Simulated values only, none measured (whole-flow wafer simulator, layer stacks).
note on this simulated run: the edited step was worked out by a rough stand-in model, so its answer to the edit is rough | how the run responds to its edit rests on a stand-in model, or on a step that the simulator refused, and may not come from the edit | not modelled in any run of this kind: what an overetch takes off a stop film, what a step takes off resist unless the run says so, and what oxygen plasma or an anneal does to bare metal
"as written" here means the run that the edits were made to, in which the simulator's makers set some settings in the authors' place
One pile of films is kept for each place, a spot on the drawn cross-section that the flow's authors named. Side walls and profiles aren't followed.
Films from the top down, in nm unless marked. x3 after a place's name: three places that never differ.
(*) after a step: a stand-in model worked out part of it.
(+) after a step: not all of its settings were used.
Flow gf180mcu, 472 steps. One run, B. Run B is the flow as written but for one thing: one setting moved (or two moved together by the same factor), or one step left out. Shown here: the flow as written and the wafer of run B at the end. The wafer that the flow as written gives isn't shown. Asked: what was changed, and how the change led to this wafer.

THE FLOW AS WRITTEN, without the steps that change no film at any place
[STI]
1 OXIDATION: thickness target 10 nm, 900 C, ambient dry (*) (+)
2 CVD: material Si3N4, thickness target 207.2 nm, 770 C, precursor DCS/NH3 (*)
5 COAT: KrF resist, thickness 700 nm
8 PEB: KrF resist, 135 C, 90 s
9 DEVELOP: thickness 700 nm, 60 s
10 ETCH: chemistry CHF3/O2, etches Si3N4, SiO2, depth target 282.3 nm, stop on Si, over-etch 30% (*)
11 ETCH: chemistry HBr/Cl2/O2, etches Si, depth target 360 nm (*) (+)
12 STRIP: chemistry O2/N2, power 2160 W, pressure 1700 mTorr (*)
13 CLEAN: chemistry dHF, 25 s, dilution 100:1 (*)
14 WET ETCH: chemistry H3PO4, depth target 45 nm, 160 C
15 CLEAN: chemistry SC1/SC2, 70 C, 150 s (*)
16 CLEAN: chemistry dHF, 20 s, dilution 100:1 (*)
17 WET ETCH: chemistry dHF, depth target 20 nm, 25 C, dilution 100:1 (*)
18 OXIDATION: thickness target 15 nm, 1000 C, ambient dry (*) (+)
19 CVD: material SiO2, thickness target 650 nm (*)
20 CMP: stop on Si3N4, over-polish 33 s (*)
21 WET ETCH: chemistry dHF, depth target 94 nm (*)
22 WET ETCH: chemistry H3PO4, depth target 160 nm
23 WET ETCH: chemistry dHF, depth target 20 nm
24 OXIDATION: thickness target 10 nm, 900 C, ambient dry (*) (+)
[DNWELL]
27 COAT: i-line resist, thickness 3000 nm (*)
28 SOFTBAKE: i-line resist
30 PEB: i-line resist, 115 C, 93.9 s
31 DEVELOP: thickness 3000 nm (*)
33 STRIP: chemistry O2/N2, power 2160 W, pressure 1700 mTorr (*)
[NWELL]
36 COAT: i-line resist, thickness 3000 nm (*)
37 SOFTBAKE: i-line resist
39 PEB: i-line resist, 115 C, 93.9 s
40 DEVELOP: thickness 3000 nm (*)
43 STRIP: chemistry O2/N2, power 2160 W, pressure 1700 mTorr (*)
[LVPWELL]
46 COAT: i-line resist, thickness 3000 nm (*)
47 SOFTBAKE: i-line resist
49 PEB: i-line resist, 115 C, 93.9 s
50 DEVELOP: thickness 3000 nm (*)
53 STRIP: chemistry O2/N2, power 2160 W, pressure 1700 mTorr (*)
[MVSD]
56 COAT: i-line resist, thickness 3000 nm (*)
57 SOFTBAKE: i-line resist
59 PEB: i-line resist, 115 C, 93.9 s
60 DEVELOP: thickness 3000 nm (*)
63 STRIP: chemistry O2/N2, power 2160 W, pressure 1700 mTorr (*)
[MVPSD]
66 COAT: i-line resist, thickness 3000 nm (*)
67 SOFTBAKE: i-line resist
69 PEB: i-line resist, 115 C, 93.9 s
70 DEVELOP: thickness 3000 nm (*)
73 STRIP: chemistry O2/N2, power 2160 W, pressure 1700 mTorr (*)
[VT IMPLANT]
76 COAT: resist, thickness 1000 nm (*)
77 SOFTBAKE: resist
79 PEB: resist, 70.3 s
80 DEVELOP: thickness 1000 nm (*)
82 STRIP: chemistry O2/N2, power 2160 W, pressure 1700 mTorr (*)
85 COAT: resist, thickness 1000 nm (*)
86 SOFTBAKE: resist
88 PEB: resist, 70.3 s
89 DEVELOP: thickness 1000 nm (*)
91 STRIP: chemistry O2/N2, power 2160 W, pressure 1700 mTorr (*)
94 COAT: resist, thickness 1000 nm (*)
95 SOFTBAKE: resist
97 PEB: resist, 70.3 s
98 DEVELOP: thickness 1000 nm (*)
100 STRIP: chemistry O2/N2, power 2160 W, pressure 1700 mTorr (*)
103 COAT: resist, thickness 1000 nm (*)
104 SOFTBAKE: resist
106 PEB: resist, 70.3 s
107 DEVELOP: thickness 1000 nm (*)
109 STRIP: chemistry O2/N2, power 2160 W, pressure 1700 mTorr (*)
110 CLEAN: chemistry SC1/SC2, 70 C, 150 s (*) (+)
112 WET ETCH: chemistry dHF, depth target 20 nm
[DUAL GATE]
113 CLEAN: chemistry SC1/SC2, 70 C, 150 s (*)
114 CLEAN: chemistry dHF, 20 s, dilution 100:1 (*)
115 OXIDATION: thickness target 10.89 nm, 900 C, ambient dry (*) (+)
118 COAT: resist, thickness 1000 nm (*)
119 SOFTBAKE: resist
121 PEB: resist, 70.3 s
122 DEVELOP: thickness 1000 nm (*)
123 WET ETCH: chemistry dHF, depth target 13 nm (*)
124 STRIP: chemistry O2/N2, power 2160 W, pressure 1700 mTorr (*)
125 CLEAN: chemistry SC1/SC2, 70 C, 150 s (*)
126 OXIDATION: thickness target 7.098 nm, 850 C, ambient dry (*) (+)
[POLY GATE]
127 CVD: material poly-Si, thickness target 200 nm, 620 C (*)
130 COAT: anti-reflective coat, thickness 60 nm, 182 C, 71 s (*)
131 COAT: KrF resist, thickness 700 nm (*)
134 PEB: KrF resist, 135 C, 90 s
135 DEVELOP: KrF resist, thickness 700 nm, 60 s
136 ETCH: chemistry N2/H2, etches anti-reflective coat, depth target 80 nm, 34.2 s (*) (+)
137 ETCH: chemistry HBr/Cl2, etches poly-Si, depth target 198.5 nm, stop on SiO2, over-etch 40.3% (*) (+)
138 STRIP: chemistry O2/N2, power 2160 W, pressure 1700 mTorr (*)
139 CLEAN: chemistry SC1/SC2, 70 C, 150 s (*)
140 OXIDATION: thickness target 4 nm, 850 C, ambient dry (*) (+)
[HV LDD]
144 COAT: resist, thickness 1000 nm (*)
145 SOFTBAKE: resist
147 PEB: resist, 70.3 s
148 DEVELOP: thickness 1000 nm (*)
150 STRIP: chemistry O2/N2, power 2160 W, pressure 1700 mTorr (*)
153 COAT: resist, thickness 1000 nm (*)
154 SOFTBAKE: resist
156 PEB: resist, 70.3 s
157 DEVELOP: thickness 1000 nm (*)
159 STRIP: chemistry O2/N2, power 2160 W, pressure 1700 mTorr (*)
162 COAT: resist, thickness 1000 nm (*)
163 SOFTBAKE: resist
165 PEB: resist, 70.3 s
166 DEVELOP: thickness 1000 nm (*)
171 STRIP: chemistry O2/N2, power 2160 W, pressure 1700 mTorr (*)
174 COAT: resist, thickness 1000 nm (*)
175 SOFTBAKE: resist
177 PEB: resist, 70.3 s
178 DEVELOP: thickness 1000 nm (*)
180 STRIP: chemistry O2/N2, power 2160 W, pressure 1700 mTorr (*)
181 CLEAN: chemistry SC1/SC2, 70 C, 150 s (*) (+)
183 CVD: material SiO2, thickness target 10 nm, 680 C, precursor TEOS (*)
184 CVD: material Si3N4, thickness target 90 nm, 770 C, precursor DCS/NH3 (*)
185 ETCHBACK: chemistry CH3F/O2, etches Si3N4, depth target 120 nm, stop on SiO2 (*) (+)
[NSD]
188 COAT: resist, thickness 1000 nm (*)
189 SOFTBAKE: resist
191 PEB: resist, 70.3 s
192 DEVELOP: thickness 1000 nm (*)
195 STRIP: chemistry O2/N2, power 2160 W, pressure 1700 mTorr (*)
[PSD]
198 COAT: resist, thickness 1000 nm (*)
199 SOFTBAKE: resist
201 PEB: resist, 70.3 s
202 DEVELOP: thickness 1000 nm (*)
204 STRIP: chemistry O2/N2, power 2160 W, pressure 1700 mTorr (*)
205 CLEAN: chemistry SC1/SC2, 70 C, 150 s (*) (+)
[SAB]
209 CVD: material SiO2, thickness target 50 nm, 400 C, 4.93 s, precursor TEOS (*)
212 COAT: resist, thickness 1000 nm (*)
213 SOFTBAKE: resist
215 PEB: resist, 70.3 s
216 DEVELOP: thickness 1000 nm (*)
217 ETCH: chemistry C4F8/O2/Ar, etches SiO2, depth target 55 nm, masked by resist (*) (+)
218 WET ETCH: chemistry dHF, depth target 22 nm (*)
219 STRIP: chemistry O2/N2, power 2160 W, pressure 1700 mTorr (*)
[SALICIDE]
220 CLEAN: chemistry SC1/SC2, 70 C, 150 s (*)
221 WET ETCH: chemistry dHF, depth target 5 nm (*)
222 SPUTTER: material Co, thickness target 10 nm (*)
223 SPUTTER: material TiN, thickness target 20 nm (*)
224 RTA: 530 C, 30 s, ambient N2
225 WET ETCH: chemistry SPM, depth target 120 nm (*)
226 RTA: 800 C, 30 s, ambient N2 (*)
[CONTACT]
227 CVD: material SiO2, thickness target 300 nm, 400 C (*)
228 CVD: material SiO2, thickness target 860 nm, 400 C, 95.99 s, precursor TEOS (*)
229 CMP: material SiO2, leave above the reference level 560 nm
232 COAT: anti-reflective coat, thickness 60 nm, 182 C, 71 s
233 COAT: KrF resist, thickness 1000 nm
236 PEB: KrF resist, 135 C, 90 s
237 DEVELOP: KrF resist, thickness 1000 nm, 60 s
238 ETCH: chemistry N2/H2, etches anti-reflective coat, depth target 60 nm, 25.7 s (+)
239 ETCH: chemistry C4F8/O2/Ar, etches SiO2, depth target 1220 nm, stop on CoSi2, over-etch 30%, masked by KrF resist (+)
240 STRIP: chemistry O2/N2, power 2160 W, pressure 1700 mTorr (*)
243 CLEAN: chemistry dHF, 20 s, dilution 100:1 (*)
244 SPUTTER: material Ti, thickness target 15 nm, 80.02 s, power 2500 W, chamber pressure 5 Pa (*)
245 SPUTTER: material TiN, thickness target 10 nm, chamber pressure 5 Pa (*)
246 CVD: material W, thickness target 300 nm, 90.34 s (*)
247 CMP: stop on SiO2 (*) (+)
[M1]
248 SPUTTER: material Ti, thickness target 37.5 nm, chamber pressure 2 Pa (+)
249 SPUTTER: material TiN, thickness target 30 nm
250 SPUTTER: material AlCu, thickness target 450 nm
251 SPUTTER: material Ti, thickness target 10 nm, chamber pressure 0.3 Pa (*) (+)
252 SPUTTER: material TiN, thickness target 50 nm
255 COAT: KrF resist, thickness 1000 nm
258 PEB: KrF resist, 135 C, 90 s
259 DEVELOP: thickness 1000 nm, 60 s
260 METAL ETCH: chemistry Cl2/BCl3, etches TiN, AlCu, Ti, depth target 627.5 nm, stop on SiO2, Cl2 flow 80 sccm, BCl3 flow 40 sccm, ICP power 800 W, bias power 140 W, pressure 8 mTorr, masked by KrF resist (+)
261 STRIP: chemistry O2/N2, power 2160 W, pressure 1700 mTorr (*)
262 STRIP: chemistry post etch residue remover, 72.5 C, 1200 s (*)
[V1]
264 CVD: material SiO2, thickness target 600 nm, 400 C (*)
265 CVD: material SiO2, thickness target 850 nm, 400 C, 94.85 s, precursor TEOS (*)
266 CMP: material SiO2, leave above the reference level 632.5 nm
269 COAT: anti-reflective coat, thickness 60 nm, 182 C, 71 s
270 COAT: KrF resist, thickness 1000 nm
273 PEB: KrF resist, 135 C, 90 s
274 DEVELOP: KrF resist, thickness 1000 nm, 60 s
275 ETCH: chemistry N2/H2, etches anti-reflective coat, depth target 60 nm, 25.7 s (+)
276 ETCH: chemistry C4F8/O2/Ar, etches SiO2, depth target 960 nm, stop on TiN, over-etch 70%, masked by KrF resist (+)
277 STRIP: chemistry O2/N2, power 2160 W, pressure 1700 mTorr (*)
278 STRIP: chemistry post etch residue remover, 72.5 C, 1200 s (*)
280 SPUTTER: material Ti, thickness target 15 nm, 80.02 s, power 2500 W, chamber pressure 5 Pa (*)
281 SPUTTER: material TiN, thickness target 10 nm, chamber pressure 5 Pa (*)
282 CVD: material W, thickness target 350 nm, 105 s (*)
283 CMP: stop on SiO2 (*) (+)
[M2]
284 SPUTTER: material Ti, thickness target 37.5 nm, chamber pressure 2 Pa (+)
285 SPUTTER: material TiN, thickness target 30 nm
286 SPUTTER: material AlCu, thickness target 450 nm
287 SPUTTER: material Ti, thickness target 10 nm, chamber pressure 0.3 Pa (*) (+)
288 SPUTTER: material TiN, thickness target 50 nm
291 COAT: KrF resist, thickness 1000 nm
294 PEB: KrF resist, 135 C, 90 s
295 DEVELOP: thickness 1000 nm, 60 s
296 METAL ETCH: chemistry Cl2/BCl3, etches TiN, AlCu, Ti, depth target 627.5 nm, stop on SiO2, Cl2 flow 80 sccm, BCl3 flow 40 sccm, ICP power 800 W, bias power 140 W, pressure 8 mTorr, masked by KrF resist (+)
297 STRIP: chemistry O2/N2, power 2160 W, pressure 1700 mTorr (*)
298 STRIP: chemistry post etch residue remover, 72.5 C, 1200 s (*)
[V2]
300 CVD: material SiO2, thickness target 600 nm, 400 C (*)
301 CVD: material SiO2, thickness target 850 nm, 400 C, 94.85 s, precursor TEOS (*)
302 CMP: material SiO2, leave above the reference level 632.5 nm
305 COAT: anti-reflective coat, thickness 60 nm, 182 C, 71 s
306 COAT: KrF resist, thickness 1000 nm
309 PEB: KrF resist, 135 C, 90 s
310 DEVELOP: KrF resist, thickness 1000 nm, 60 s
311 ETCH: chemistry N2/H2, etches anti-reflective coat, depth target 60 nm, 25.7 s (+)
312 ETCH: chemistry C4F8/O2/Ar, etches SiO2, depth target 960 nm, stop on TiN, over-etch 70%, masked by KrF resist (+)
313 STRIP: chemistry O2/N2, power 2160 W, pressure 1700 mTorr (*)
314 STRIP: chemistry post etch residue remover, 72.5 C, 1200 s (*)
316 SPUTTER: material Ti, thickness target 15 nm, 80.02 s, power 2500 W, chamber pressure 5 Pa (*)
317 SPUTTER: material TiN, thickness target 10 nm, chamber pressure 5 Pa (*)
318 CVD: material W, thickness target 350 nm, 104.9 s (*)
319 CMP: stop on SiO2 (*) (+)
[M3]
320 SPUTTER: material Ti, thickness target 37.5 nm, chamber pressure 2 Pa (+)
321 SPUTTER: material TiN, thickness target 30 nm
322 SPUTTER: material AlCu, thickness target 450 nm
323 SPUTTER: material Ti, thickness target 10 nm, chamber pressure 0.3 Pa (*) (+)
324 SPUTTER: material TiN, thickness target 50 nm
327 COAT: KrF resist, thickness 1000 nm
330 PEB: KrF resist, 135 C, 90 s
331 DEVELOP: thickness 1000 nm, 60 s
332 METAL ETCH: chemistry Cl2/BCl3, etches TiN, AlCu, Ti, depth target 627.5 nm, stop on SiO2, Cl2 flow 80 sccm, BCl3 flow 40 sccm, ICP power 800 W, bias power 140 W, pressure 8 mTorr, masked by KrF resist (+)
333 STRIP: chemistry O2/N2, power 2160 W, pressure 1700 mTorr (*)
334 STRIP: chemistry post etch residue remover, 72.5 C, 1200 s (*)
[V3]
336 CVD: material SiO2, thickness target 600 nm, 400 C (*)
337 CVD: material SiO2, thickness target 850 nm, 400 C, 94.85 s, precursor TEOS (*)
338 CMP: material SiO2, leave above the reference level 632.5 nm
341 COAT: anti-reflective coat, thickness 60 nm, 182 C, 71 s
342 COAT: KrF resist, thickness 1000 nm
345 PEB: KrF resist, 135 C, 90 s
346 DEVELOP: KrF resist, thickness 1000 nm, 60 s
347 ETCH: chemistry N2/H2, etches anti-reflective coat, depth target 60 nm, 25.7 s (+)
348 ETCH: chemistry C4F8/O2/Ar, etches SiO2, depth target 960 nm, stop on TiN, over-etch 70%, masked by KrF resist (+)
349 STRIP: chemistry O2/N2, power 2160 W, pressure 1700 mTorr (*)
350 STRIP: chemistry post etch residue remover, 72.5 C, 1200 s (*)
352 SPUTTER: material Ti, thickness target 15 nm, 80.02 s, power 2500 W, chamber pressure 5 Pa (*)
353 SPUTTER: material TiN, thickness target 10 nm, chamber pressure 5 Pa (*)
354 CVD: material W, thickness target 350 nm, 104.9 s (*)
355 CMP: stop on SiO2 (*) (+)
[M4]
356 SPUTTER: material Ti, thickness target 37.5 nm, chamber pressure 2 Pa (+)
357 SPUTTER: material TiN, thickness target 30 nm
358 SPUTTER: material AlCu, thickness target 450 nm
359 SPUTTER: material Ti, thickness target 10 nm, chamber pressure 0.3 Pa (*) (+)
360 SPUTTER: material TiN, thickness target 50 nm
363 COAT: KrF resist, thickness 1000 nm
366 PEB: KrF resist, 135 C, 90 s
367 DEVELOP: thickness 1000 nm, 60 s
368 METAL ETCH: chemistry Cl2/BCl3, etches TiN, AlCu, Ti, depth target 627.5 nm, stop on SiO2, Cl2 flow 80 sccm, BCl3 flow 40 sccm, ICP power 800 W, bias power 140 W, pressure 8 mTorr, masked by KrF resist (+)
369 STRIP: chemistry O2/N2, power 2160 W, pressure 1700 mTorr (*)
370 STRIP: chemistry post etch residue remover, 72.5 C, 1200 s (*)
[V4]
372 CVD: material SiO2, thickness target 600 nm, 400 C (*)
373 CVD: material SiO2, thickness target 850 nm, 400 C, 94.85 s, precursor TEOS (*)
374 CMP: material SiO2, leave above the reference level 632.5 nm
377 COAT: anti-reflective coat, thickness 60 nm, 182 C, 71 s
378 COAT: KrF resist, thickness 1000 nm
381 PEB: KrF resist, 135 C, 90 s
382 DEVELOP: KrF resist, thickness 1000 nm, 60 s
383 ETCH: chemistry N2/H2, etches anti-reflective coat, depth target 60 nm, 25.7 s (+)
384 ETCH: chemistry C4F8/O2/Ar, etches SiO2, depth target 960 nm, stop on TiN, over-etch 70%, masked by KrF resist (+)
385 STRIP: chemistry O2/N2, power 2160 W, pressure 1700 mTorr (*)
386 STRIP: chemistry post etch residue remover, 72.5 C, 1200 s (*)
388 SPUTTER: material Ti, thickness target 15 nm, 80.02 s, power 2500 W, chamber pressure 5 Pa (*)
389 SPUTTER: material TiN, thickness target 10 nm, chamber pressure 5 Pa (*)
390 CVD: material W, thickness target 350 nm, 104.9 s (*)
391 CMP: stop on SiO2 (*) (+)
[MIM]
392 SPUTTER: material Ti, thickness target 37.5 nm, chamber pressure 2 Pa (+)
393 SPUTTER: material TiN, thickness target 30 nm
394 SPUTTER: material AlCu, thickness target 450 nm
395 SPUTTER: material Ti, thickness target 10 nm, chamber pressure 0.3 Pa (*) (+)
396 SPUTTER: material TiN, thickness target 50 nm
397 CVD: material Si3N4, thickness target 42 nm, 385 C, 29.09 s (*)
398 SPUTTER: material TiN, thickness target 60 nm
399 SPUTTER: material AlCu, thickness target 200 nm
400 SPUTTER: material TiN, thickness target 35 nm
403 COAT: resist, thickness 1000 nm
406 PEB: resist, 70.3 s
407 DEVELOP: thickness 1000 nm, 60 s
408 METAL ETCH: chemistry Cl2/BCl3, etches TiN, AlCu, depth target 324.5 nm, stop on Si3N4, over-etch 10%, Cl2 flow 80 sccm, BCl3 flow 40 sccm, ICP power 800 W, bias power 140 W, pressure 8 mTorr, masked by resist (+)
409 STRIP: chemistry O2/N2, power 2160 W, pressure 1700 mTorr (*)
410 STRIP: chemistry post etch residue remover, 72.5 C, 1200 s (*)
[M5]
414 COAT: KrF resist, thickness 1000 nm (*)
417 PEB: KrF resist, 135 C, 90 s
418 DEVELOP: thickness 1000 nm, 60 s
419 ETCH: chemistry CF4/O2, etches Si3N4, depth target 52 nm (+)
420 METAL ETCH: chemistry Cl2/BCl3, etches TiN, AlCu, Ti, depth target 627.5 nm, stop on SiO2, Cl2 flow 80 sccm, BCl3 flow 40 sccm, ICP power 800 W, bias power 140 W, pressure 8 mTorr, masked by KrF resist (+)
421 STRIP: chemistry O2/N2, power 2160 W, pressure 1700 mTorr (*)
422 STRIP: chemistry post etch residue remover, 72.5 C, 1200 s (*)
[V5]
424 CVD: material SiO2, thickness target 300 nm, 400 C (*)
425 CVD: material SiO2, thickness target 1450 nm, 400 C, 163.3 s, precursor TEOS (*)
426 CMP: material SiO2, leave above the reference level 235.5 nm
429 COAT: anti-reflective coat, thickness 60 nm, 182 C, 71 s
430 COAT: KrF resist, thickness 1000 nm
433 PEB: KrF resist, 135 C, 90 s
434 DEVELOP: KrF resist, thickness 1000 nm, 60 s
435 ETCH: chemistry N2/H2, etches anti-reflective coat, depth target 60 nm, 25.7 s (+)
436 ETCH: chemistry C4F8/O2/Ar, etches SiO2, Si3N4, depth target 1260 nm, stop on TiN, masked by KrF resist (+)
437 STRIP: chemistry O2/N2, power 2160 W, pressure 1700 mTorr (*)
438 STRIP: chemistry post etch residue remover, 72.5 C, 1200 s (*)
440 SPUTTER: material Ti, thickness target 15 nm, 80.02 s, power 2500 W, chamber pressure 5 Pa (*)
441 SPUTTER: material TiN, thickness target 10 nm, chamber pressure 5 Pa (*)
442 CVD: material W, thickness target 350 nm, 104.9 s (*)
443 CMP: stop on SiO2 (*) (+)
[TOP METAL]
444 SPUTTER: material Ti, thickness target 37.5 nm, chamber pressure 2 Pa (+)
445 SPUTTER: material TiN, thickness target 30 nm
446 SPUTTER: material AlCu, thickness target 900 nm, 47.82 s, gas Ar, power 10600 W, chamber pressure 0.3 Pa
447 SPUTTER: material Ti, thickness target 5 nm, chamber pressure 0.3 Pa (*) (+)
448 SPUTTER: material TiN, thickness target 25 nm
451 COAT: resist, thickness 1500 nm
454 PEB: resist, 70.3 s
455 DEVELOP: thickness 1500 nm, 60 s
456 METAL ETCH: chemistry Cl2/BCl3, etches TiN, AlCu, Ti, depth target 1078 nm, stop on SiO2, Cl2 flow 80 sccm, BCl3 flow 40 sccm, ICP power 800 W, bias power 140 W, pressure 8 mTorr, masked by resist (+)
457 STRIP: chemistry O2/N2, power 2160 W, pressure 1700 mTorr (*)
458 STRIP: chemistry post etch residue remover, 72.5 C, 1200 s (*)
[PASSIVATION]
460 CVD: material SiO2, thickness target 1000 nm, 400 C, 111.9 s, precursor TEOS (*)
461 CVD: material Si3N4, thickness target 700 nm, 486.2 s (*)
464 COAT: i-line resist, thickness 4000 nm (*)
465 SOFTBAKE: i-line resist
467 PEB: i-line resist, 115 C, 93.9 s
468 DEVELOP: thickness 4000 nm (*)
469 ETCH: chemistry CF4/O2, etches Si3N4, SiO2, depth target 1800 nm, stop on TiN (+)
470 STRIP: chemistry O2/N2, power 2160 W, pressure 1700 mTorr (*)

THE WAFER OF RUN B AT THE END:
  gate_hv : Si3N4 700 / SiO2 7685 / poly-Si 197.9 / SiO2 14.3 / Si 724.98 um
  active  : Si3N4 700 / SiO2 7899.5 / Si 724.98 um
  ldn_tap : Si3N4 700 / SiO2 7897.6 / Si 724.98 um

The cause: step 184, CVD: thickness target 124 nm was run, where the flow has thickness target 90 nm.

How the change led to this, step by step:
  184 CVD: material Si3N4, thickness target 90 nm, 770 C, precursor DCS/NH3 (*)
      field, field__w1, field__w2 and 101 more: Si3N4 +124 (new film) (as written it would be: Si3N4 +90 (new film))
  185 ETCHBACK: chemistry CH3F/O2, etches Si3N4, depth target 120 nm, stop on SiO2 (*) (+)
      field, field__w1, field__w2 and 100 more: Si3N4 -120 (as written it would be: Si3N4 -90 (all of it), SiO2 -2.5)
  188 COAT: resist, thickness 1000 nm (*)
      spacer: resist +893 (new film) (as written it would be: resist +920.2 (new film))
  189 SOFTBAKE: resist
      field__w9: resist -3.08 (as written it would be: resist +6.92)
      field__w6: resist +8.08 (as written it would be: resist +7.53)
      (and at 13 more places)
  192 DEVELOP: thickness 1000 nm (*)
      spacer: resist -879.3 (all of it) (as written it would be: resist -905.9 (all of it))
  198 COAT: resist, thickness 1000 nm (*)
      spacer: resist +893 (new film) (as written it would be: resist +920.2 (new film))
  199 SOFTBAKE: resist
      field__w9: resist -3.08 (as written it would be: resist +6.92)
      field__w6: resist +8.08 (as written it would be: resist +7.53)
      (and at 13 more places)
  204 STRIP: chemistry O2/N2, power 2160 W, pressure 1700 mTorr (*)
      spacer: resist -879.2 (all of it) (as written it would be: resist -905.9 (all of it))
  205 CLEAN: chemistry SC1/SC2, 70 C, 150 s (*) (+)
      field, field__w1, field__w2 and 105 more: Si3N4 -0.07 (as written it would be: SiO2 -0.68)
  209 CVD: material SiO2, thickness target 50 nm, 400 C, 4.93 s, precursor TEOS (*)
      field, field__w7, field__w8 and 73 more: SiO2 +50 (new film) (as written it would be: SiO2 +50)
      field_sub__w1, field_sub__w3, field_sub__w4, field_sub__w5, ld_drift_n: SiO2 +48.8 (new film) (as written it would be: SiO2 +48.9)
      (and at 27 more places)
  212 COAT: resist, thickness 1000 nm (*)
      spacer: resist +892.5 (new film) (as written it would be: resist +919.4 (new film))
  213 SOFTBAKE: resist
      npoly_sal: resist +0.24 (as written it would be: resist -0.55)
      field__w5: resist +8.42 (as written it would be: resist +7.65)
      (and at 9 more places)
  216 DEVELOP: thickness 1000 nm (*)
      spacer: resist -878.7 (all of it) (as written it would be: resist -905.1 (all of it))
  217 ETCH: chemistry C4F8/O2/Ar, etches SiO2, depth target 55 nm, masked by resist (*) (+)
      field, field__w7, field__w8 and 70 more: SiO2 -50 (all of it), Si3N4 -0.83 (as written it would be: SiO2 -55)
      field_sub, field_sub__w2, ld_drn_n, ld_sd_p: SiO2 -48.7 (all of it), Si3N4 -1.05 (as written it would be: SiO2 -55)
      (and at 22 more places)
  218 WET ETCH: chemistry dHF, depth target 22 nm (*)
      gate, gate_hv, gate_p and 23 more: Si3N4 -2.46 (as written it would be: SiO2 -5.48 (all of it))
      field, field__w10, sti and 14 more: Si3N4 -2.46 (as written it would be: SiO2 -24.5)
      (and at 56 more places)
  219 STRIP: chemistry O2/N2, power 2160 W, pressure 1700 mTorr (*)
      gate, gate_hv, gate_p and 23 more: nothing (as written it would be: chemical SiO2 +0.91 (new film), poly-Si -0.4)
      active, p_well, sd_n and 20 more: nothing (as written it would be: chemical SiO2 +0.91 (new film), Si -0.4)
  ... 13 more steps ...
  471 ANNEAL: 400 C, 1800 s, ambient N2/H2
      polyc_n, polyc_p: under 9 films: void +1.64 (new film), Ti -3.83, TiSi first +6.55 (new film), poly-Si -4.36 (as written it would be: nothing)
      contact: under 49 films: void +1.62 (new film), Ti -3.83, TiSi first +6.55 (new film), Si -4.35 (as written it would be: nothing)
Counting metal films that touch as one body, gate_hv has 0 bodies; the flow as written gives 1 body.
Counting metal films that touch as one body, active has 0 bodies; the flow as written gives 1 body.
Counting metal films that touch as one body, ldn_tap has 0 bodies; the flow as written gives 1 body.
